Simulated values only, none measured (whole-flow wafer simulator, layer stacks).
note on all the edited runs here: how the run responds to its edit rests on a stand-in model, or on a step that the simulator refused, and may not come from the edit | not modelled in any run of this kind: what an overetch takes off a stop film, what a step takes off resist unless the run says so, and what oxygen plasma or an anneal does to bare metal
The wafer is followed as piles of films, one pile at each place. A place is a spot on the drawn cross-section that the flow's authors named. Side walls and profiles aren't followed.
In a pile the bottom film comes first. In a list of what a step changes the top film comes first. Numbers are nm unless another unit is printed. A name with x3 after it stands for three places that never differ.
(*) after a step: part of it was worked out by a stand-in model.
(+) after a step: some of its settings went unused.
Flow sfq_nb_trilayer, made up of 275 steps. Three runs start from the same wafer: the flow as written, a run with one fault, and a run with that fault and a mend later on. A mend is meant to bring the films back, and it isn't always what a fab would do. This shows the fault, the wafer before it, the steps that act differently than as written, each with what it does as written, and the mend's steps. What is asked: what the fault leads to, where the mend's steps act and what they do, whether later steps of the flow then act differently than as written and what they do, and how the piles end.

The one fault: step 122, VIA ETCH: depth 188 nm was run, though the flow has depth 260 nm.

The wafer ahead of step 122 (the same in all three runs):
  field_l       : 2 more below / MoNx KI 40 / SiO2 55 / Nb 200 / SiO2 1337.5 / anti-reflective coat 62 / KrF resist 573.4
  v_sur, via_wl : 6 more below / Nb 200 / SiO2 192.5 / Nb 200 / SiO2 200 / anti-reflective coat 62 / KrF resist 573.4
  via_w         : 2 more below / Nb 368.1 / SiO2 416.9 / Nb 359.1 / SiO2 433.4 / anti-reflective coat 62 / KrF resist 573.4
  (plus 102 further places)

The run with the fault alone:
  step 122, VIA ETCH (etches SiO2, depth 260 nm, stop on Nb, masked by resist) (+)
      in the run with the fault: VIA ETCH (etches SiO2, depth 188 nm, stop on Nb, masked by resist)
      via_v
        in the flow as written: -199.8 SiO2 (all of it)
        in the run with the fault: -188 SiO2
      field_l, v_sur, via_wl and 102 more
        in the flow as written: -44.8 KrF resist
        in the run with the fault: -32.4 KrF resist
  Steps further on in the flow that do not act as written (4 more steps, not shown, differ only slightly: by at most 2% or 0.5 nm, whichever is larger):
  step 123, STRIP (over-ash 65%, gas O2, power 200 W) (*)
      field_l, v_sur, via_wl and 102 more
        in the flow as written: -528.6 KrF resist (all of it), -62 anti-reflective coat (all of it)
        in the run with the fault: -541 KrF resist (all of it), -62 anti-reflective coat (all of it)
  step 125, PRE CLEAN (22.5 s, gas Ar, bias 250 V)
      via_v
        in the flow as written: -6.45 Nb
        in the run with the fault: -7.5 SiO2
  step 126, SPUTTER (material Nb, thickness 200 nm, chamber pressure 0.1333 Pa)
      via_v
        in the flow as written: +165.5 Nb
        in the run with the fault: +167.9 Nb (new film)
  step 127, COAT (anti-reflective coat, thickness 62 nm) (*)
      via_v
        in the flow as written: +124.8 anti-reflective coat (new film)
        in the run with the fault: +115.8 anti-reflective coat (new film)
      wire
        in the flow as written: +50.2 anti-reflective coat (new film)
        in the run with the fault: +48.5 anti-reflective coat (new film)
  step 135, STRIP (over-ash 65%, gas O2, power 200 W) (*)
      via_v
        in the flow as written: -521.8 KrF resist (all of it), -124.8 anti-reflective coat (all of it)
        in the run with the fault: -517.7 KrF resist (all of it), -115.8 anti-reflective coat (all of it)
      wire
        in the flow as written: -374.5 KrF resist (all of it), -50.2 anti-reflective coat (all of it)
        in the run with the fault: -376 KrF resist (all of it), -48.5 anti-reflective coat (all of it)
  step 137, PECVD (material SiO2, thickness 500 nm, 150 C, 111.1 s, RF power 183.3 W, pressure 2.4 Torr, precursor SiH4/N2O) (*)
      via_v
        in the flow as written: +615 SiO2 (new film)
        in the run with the fault: +577.3 SiO2 (new film)
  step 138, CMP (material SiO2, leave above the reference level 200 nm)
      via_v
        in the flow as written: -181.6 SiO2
        in the run with the fault: -157.1 SiO2
  At via_v, the piles at the end differ from the flow's by more than 2% or 0.5 nm, whichever is larger.
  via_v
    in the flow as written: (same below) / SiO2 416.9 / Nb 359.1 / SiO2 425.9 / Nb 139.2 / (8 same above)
    in the run with the fault: (same below) / SiO2 416.9 / Nb 200 / SiO2 4.34 / Nb 167.9 / SiO2 412.8 / Nb 139.2 / (8 same above)

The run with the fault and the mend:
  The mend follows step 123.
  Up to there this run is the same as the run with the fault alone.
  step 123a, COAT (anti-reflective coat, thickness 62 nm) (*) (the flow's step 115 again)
      p4_fl x3, p4_w1 x9, p4_g1 x2 and 63 more
        +62 anti-reflective coat (new film)
      field_r, lsp_l, ln_m5, lsp_m, ln_m6, lsp_r, l0_sur, l0v
        +61.8 anti-reflective coat (new film)
      be_r, r_sur, res, r_end, moat
        +61.7 anti-reflective coat (new film)
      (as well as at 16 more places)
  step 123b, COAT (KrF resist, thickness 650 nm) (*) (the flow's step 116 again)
      p4_fl x3, p4_w1 x9, p4_g1 x2 and 63 more
        +650 KrF resist (new film)
      ln_m5, lsp_m, ln_m6, lsp_r, l0_sur, l0v
        +649.6 KrF resist (new film)
      moat, field_r, lsp_l
        +649.5 KrF resist (new film)
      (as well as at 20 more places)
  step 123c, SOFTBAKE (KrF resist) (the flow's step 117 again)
      does not change any film at any place that is followed
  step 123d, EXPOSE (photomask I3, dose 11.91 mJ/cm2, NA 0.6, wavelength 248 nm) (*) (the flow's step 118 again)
      does not change any film at any place that is followed
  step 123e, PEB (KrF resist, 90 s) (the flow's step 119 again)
      ce_r, sp_r, be_r and 89 more
        -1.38 KrF resist
      field_l, v_sur, via_wl and 8 more
        -1.37 KrF resist
      via_wr, be
        -1.36 KrF resist
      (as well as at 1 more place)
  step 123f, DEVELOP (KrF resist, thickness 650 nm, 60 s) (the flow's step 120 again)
      field_l, v_sur, via_wl and 102 more
        -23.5 KrF resist
      via_v
        -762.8 KrF resist (all of it)
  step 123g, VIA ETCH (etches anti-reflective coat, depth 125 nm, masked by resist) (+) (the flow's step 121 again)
      field_l, v_sur, via_wl and 102 more
        -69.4 KrF resist
      via_v
        -111 anti-reflective coat (all of it)
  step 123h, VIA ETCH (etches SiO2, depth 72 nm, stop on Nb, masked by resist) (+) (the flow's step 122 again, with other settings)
      field_l, v_sur, via_wl and 102 more
        -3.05 KrF resist
      via_v
        -11.8 SiO2 (all of it)
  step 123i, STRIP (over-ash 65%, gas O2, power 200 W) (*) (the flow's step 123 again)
      p4_fl x3, p4_w1 x9, p4_g1 x2 and 63 more
        -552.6 KrF resist (all of it), -62 anti-reflective coat (all of it)
      lsp_l, ln_m5, lsp_m, ln_m6, lsp_r, l0_sur, l0v
        -552.2 KrF resist (all of it), -61.8 anti-reflective coat (all of it)
      be_r, r_sur
        -551.9 KrF resist (all of it), -61.7 anti-reflective coat (all of it)
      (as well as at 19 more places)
  Later steps of the flow that are run all act as written at every place that is followed.
  By the end, the piles equal the flow's at every place that both follow.
